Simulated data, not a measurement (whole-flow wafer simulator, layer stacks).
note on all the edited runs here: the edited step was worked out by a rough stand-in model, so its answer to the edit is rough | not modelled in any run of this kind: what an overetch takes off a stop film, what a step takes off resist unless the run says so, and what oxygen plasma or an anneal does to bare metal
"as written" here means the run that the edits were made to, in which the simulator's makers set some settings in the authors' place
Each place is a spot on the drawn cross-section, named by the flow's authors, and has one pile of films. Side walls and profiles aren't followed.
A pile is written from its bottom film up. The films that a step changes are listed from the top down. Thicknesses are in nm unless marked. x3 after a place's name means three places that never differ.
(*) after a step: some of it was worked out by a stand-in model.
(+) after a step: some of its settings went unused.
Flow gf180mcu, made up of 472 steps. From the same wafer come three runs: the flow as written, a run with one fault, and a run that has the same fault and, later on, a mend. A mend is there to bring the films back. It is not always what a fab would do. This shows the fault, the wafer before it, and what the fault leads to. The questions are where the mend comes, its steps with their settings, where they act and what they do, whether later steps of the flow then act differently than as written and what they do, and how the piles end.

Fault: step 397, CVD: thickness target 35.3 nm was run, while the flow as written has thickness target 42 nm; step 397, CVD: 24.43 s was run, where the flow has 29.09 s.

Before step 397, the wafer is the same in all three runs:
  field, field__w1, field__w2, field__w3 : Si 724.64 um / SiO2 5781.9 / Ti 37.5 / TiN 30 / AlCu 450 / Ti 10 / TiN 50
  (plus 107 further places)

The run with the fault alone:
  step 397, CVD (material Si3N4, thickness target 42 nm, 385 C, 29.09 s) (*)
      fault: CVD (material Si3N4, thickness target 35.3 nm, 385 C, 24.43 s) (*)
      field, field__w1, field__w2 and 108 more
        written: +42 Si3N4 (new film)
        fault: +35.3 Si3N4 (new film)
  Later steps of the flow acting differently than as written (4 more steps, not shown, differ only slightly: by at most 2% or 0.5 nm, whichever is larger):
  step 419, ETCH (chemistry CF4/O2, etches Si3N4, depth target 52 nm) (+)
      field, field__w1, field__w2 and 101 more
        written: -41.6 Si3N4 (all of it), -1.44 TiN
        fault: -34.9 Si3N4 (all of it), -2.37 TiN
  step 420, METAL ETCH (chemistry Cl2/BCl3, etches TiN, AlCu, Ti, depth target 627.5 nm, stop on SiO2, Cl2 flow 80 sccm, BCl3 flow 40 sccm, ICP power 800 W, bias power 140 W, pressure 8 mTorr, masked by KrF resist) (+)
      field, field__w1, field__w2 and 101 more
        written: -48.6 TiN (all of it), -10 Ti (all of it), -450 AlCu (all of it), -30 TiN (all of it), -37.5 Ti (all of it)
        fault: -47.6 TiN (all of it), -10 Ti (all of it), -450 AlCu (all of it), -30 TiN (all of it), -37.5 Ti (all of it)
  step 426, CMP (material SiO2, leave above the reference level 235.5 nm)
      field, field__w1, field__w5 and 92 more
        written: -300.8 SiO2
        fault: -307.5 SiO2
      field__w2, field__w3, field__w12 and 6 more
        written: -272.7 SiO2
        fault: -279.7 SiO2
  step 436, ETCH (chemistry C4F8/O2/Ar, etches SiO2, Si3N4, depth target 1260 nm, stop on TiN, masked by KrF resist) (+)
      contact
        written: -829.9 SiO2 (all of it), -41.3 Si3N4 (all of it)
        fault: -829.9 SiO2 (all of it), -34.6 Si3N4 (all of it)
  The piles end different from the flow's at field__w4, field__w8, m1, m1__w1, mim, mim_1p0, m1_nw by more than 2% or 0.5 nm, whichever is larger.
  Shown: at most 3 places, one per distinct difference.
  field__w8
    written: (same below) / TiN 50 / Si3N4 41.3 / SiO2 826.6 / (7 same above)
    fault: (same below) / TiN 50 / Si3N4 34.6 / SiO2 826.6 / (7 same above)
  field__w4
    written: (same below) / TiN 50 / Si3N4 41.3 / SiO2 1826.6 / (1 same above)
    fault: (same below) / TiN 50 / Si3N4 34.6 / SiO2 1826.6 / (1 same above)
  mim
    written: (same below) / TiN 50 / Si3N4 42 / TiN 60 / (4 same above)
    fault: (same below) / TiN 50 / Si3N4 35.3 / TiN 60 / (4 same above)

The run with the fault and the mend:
  The mend follows step 397.
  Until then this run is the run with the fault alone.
  step 397a, CVD (material Si3N4, thickness target 6.7 nm, 385 C, 4.64 s) (the flow's step 397 again, with other settings)
      field, field__w1, field__w2 and 108 more
        +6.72 Si3N4
  None of the later steps of the flow differs from how it acts as written, at any place that is followed, by more than 2% or 0.5 nm, whichever is larger.
  When the end is reached, the piles differ only a little from the flow's at the places that both follow, at most by 2% or 0.5 nm, whichever is larger.
